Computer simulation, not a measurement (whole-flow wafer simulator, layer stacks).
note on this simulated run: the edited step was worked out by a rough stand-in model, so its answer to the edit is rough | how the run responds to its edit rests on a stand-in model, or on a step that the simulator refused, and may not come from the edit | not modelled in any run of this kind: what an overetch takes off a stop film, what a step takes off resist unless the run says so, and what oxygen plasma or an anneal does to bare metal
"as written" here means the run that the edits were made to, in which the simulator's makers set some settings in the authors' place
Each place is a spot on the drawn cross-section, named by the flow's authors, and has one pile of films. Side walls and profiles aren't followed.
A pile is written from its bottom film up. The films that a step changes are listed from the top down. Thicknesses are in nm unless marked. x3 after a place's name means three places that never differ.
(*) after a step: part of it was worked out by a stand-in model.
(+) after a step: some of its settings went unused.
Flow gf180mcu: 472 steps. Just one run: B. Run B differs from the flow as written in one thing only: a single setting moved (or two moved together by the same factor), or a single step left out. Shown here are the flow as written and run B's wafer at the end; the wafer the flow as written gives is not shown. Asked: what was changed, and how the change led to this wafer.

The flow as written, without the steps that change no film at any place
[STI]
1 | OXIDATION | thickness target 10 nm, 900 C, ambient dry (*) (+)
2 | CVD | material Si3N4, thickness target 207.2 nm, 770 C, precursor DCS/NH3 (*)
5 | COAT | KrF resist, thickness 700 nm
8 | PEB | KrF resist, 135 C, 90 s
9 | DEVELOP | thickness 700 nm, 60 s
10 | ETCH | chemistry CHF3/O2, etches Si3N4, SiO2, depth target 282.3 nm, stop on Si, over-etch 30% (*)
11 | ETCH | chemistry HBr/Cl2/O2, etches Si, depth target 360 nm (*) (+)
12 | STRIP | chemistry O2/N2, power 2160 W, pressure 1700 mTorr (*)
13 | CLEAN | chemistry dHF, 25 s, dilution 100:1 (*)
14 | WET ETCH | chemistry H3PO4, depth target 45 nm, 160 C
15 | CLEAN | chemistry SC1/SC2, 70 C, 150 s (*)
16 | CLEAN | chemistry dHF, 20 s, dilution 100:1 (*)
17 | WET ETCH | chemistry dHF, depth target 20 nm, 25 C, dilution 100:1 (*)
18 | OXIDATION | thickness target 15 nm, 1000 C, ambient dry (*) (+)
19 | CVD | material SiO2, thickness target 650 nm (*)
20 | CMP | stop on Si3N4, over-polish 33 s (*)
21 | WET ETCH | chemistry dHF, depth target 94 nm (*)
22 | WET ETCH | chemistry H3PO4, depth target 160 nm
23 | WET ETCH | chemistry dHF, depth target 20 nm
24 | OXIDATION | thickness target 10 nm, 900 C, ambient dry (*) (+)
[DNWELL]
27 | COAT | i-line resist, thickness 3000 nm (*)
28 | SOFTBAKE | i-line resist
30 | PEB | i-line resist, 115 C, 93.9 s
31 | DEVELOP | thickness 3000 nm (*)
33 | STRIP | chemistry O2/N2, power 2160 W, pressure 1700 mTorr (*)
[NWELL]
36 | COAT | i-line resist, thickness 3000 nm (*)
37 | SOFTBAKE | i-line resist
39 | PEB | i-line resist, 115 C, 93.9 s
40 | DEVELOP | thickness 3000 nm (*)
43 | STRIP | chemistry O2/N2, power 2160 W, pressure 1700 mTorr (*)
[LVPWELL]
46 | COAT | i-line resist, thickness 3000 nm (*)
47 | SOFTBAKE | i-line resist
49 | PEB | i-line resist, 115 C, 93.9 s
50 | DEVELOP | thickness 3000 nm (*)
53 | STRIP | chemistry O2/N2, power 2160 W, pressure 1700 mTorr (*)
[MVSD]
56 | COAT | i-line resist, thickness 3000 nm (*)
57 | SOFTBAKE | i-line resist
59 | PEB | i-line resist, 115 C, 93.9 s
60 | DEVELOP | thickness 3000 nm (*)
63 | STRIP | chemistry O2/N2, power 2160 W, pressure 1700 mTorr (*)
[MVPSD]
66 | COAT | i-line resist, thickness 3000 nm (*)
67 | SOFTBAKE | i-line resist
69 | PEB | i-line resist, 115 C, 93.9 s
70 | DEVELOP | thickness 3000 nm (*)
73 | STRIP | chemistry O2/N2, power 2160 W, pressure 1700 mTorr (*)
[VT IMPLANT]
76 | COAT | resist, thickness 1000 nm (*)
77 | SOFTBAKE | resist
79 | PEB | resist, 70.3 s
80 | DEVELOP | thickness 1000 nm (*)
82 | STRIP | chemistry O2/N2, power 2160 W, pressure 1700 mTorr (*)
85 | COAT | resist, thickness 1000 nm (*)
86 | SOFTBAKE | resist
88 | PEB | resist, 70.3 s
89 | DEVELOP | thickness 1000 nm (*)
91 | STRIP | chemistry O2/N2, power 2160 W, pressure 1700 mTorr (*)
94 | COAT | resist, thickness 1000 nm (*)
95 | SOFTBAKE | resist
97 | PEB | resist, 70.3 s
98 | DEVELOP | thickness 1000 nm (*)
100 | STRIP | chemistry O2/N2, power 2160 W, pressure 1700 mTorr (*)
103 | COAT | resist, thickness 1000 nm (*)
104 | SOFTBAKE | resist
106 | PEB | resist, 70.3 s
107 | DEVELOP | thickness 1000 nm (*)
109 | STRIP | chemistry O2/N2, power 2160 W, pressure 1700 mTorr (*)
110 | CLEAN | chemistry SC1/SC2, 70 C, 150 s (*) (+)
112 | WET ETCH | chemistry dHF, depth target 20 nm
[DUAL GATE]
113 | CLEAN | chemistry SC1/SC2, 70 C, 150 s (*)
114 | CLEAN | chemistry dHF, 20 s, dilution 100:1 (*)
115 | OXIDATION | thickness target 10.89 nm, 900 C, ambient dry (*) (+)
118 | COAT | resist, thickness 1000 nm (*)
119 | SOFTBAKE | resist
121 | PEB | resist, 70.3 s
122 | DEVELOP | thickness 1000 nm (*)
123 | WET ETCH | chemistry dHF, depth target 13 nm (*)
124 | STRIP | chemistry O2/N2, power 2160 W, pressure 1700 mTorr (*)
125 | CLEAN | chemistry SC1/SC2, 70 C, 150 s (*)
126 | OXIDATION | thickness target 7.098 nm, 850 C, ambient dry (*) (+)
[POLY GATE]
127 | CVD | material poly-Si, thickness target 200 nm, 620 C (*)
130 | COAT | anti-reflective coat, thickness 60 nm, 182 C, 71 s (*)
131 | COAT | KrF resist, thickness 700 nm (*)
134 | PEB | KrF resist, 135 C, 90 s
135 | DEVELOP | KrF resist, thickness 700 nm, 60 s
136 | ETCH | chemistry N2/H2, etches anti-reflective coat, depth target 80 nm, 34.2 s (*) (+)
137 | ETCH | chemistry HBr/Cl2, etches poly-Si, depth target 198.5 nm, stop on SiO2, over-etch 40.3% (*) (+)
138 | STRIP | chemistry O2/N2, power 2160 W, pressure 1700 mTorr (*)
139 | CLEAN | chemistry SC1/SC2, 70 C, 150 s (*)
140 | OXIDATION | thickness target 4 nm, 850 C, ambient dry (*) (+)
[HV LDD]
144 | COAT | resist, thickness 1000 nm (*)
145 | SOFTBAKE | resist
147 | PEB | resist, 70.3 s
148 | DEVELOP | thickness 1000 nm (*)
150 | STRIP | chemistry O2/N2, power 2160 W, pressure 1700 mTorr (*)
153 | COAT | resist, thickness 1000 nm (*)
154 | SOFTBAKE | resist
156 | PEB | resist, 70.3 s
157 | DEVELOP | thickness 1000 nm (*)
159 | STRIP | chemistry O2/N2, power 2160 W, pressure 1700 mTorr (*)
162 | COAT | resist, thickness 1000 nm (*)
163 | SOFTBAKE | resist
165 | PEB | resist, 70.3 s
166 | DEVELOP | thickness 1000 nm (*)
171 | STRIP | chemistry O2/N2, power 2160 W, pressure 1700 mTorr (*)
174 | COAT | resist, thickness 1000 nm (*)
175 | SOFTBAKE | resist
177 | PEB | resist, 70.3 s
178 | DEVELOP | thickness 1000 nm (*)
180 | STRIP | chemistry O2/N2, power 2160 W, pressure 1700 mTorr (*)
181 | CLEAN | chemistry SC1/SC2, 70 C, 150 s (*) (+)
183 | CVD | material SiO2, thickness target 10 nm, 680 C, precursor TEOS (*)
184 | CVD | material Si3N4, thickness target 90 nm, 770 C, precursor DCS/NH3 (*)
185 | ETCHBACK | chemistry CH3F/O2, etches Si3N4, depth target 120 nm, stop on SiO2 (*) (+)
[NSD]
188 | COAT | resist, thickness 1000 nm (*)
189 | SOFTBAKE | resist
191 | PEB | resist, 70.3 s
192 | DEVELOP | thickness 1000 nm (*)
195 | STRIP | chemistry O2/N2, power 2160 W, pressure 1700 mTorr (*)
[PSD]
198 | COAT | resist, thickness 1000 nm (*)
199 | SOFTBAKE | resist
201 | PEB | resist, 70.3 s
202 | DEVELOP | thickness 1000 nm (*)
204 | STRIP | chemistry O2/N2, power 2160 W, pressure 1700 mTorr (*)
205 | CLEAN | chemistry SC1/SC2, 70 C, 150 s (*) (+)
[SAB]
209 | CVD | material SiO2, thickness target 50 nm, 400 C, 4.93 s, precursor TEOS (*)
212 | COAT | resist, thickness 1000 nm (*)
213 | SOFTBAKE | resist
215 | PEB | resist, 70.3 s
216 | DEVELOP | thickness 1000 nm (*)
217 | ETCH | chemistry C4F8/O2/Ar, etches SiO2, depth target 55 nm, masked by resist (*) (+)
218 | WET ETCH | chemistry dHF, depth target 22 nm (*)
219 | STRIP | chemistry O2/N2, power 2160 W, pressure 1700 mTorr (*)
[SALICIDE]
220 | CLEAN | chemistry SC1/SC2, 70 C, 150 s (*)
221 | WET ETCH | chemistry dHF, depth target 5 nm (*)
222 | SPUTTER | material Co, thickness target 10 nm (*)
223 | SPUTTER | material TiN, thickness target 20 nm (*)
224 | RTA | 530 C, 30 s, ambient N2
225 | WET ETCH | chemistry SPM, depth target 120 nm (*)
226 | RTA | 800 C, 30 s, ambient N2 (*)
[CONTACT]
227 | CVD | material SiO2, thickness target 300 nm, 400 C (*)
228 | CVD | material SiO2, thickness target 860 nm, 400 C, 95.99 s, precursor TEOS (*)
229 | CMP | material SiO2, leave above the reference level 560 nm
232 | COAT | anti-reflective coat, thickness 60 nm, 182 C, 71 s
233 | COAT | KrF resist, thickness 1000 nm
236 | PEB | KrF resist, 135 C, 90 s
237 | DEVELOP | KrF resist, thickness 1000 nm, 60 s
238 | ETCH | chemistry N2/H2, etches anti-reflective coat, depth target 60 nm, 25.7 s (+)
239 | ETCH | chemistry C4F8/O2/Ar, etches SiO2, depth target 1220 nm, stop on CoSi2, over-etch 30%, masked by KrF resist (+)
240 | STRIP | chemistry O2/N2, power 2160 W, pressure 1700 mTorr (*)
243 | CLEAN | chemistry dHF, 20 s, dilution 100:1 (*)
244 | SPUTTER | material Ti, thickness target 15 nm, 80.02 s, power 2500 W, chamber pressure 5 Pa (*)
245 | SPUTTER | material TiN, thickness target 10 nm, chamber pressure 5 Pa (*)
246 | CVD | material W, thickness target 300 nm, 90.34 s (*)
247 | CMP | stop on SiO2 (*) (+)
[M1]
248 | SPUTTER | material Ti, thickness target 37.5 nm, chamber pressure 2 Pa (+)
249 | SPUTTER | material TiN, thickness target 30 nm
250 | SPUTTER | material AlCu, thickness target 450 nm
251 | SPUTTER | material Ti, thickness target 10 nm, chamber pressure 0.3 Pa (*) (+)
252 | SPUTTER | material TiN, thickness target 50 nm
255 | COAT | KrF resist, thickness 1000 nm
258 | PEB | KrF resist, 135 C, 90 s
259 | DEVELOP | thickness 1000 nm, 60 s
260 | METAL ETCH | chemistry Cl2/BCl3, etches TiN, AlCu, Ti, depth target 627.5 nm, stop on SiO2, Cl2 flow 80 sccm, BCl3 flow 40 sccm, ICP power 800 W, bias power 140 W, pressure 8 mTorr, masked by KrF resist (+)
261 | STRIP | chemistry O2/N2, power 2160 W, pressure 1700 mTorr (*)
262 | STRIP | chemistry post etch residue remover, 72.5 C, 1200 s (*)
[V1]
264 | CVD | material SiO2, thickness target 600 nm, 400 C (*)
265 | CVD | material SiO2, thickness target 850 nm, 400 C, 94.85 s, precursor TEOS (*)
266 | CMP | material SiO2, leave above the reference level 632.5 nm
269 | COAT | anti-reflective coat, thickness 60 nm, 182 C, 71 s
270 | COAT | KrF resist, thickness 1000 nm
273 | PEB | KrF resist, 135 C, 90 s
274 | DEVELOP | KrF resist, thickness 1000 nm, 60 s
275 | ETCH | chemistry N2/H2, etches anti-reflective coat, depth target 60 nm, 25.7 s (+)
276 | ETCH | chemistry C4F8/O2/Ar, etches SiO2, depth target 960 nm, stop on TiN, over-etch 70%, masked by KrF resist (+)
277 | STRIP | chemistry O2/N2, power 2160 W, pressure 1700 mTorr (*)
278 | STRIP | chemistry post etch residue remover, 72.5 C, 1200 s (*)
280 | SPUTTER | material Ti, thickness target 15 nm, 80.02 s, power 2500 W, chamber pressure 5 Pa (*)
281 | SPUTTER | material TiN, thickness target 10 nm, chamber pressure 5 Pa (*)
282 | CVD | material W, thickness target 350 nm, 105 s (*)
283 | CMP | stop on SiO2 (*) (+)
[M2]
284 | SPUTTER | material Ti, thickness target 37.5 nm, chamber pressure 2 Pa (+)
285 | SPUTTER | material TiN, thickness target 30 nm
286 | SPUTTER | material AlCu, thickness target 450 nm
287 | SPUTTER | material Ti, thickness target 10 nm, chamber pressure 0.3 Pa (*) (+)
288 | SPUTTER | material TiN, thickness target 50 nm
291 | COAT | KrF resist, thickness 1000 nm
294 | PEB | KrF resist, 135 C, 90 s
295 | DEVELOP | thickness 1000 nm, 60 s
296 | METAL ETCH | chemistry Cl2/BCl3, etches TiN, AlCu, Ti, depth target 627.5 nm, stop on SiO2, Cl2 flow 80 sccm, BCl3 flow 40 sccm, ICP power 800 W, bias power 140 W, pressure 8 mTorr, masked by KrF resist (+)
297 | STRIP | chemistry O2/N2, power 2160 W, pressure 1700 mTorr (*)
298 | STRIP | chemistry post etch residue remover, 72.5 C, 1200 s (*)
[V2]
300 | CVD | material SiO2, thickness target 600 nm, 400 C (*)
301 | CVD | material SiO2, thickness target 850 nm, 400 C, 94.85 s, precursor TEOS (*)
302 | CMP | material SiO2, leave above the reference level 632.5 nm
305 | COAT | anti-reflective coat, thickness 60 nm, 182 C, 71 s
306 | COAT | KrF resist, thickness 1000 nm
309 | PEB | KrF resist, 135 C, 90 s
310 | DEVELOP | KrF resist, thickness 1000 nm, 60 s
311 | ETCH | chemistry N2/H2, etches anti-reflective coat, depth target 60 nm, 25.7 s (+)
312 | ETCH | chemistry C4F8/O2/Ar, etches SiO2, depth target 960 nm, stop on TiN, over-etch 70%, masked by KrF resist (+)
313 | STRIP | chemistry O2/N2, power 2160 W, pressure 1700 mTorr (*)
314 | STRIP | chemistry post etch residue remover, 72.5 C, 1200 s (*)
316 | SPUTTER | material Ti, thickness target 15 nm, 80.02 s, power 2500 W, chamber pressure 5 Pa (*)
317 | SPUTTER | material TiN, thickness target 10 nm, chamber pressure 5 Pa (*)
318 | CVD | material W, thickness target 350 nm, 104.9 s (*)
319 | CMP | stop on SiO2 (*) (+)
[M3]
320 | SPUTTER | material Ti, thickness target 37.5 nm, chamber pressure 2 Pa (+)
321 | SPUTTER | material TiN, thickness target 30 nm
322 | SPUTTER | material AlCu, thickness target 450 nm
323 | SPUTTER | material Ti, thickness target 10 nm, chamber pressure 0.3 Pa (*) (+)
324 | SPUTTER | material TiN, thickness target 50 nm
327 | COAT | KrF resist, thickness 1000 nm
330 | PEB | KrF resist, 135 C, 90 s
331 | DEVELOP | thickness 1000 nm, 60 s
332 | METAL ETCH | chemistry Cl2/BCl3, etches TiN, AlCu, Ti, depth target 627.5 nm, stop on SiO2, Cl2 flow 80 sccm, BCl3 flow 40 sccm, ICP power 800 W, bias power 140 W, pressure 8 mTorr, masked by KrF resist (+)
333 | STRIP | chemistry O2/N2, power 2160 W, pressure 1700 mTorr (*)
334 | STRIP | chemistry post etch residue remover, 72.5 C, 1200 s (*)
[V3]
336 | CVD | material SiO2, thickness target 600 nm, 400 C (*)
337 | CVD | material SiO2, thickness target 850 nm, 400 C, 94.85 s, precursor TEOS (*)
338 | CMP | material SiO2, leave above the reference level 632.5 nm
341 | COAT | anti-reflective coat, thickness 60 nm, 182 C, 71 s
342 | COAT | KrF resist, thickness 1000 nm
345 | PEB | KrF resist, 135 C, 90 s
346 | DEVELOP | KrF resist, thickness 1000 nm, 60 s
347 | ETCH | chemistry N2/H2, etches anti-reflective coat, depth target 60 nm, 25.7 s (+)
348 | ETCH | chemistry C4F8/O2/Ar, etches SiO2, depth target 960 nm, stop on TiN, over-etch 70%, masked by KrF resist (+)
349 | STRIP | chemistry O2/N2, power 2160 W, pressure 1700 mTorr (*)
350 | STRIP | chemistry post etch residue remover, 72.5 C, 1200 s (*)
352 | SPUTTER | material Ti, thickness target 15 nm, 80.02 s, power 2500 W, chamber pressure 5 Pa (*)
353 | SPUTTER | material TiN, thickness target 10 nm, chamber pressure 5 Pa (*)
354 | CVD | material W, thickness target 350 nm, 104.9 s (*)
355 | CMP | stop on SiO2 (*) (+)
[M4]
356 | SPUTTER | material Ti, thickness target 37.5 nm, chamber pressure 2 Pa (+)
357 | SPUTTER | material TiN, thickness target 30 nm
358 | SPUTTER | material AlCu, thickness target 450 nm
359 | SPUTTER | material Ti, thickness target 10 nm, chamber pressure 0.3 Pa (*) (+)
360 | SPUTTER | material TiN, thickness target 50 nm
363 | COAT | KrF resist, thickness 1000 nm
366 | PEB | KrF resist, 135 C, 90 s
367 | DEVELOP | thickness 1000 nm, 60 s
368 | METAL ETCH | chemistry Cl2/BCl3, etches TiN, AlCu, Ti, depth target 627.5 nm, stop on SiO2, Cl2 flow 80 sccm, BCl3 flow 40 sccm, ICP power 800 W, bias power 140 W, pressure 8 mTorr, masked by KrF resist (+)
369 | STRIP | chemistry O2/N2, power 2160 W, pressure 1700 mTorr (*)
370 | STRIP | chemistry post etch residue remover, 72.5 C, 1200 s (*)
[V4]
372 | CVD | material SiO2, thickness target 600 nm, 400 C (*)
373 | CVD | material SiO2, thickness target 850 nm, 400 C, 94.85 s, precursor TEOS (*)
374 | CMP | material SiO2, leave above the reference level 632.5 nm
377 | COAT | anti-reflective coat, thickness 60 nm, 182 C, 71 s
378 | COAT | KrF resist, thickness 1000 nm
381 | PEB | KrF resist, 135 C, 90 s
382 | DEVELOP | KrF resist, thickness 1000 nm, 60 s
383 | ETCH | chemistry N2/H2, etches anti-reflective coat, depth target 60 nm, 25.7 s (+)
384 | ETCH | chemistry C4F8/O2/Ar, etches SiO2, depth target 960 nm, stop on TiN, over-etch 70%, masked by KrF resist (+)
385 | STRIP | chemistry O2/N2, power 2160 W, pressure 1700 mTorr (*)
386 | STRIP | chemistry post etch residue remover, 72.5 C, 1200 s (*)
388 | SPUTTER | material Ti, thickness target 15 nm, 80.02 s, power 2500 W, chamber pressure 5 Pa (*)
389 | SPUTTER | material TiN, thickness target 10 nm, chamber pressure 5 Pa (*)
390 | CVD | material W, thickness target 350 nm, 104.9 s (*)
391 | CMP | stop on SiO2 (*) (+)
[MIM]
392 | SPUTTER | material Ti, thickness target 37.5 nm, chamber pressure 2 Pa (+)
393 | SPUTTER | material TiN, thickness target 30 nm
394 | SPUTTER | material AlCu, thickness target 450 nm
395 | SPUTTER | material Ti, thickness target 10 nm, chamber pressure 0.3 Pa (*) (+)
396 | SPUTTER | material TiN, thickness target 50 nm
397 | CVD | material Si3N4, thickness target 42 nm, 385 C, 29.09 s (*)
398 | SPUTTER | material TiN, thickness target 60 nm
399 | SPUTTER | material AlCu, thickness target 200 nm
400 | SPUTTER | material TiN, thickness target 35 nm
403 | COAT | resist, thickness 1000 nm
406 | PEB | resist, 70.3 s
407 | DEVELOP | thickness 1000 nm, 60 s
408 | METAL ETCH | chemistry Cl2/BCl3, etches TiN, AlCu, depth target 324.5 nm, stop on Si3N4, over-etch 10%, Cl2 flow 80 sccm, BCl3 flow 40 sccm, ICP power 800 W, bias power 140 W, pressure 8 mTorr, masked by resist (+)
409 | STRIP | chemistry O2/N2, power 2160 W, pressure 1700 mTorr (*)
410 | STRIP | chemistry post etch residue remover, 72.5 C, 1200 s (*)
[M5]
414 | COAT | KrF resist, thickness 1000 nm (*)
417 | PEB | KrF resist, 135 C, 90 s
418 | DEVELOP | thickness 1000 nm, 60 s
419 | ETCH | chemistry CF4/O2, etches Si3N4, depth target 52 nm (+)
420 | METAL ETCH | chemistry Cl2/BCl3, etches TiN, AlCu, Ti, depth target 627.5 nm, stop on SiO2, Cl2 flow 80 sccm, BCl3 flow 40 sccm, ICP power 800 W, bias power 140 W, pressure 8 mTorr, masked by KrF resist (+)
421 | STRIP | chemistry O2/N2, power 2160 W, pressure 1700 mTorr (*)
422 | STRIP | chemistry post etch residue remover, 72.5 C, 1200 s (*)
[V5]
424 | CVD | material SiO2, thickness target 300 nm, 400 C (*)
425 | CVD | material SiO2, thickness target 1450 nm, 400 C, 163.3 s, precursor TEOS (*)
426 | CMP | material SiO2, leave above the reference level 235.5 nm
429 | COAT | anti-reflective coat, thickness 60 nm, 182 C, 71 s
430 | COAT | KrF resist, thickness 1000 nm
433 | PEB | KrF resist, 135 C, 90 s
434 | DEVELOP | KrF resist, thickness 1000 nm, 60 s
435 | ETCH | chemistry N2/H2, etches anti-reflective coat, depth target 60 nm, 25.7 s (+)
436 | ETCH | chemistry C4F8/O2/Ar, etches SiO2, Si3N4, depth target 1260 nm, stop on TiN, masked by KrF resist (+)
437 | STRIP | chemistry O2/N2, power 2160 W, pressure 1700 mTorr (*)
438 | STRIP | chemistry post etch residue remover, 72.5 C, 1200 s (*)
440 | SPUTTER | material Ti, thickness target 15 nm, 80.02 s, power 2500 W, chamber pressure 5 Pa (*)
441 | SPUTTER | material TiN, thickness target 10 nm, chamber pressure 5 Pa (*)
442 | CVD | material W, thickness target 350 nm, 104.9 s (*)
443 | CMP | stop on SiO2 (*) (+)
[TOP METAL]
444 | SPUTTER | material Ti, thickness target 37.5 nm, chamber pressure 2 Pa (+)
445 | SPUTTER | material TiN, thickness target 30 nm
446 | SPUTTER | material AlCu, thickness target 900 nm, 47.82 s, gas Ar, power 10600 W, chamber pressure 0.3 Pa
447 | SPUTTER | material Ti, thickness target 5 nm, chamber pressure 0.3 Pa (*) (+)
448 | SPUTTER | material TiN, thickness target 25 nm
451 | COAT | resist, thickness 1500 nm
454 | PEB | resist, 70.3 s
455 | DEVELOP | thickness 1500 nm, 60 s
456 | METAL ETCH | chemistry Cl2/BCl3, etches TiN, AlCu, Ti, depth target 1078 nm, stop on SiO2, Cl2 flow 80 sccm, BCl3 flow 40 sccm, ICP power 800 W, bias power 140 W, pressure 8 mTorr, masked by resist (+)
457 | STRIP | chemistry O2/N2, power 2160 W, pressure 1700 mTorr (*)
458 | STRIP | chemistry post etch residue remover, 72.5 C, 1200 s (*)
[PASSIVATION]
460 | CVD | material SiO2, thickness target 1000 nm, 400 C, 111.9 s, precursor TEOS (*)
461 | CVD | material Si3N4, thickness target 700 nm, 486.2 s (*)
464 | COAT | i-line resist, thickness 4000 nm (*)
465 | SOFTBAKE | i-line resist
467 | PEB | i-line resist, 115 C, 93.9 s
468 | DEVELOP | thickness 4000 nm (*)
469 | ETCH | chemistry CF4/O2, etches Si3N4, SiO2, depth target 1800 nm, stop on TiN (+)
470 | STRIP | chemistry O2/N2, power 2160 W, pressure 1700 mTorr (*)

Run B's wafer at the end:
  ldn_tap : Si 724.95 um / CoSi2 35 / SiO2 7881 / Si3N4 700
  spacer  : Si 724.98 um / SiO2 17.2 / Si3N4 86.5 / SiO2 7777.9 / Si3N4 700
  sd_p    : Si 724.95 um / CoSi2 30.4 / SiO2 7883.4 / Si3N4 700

What caused this: step 209, CVD: thickness target 77.5 nm was run, whereas the flow has thickness target 50 nm; step 209, CVD: 7.642 s was run, where the flow has 4.93 s.

The path from the change to this, step by step:
  209 | CVD | material SiO2, thickness target 50 nm, 400 C, 4.93 s, precursor TEOS (*)
      field, field__w7, field__w8 and 73 more: +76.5 SiO2 (in the flow as written it would be: +50 SiO2)
      field_sub__w1, field_sub__w3, field_sub__w4, field_sub__w5, ld_drift_n: +74.8 SiO2 (in the flow as written it would be: +48.9 SiO2)
      (also at 28 further places)
  217 | ETCH | chemistry C4F8/O2/Ar, etches SiO2, depth target 55 nm, masked by resist (*) (+)
      spacer: -55 SiO2 (in the flow as written it would be: -50 SiO2 (all of it), -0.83 Si3N4)
  218 | WET ETCH | chemistry dHF, depth target 22 nm (*)
      ldn_tap, ldn_src, ldn_drn, ldp_tap, ldp_src, ldp_drn, ldp_gr: -39.8 SiO2 (in the flow as written it would be: -16 SiO2 (all of it))
      ld_drn_n, ld_sd_p: -38.4 SiO2 (in the flow as written it would be: -14.8 SiO2 (all of it))
      (also at 91 further places)
  219 | STRIP | chemistry O2/N2, power 2160 W, pressure 1700 mTorr (*)
      active_hv, active_nat, ld_sd_n and 11 more: nothing (in the flow as written it would be: +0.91 chemical SiO2 (new film), -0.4 Si)
  221 | WET ETCH | chemistry dHF, depth target 5 nm (*)
      ldn_tap, ldp_src, ldp_drn, ldp_gr: -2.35 SiO2 (all of it) (in the flow as written it would be: -0.76 chemical SiO2 (all of it))
      ldn_src, ldn_drn, ldp_tap: -2.34 SiO2 (all of it) (in the flow as written it would be: -0.76 chemical SiO2 (all of it))
      (also at 7 further places)
  223 | SPUTTER | material TiN, thickness target 20 nm (*)
      field__w12: +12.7 TiN (new film) (in the flow as written it would be: +12 TiN (new film))
      sd_p: +17 TiN (new film) (in the flow as written it would be: +17.9 TiN (new film))
      (also at 1 further place)
  224 | RTA | 530 C, 30 s, ambient N2
      sd_p: under 1 film: +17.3 CoSi (new film), -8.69 Co (all of it), -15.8 Si (in the flow as written it would be: under 1 film: +18.1 CoSi (new film), -9.09 Co (all of it), -16.5 Si)
  225 | WET ETCH | chemistry SPM, depth target 120 nm (*)
      field__w12: -12.7 TiN (all of it), -6.45 Co (all of it) (in the flow as written it would be: -12 TiN (all of it), -6.15 Co (all of it))
      sd_p: -17 TiN (all of it) (in the flow as written it would be: -17.9 TiN (all of it))
      (also at 1 further place)
  226 | RTA | 800 C, 30 s, ambient N2 (*)
      sd_p: +30.4 CoSi2 (new film), -17.3 CoSi (all of it), -15.8 Si (in the flow as written it would be: +31.8 CoSi2 (new film), -18.1 CoSi (all of it), -16.5 Si)
  229 | CMP | material SiO2, leave above the reference level 560 nm
      ldn_sep__w1, ldn_sep__w2, ldn_dft and 8 more: -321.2 SiO2 (in the flow as written it would be: -311 SiO2)
      sti, mim_1p0, pad, dice_street, iso_nw_fld, iso_fld_sub: -307 SiO2 (in the flow as written it would be: -296.8 SiO2)
      (also at 45 further places)
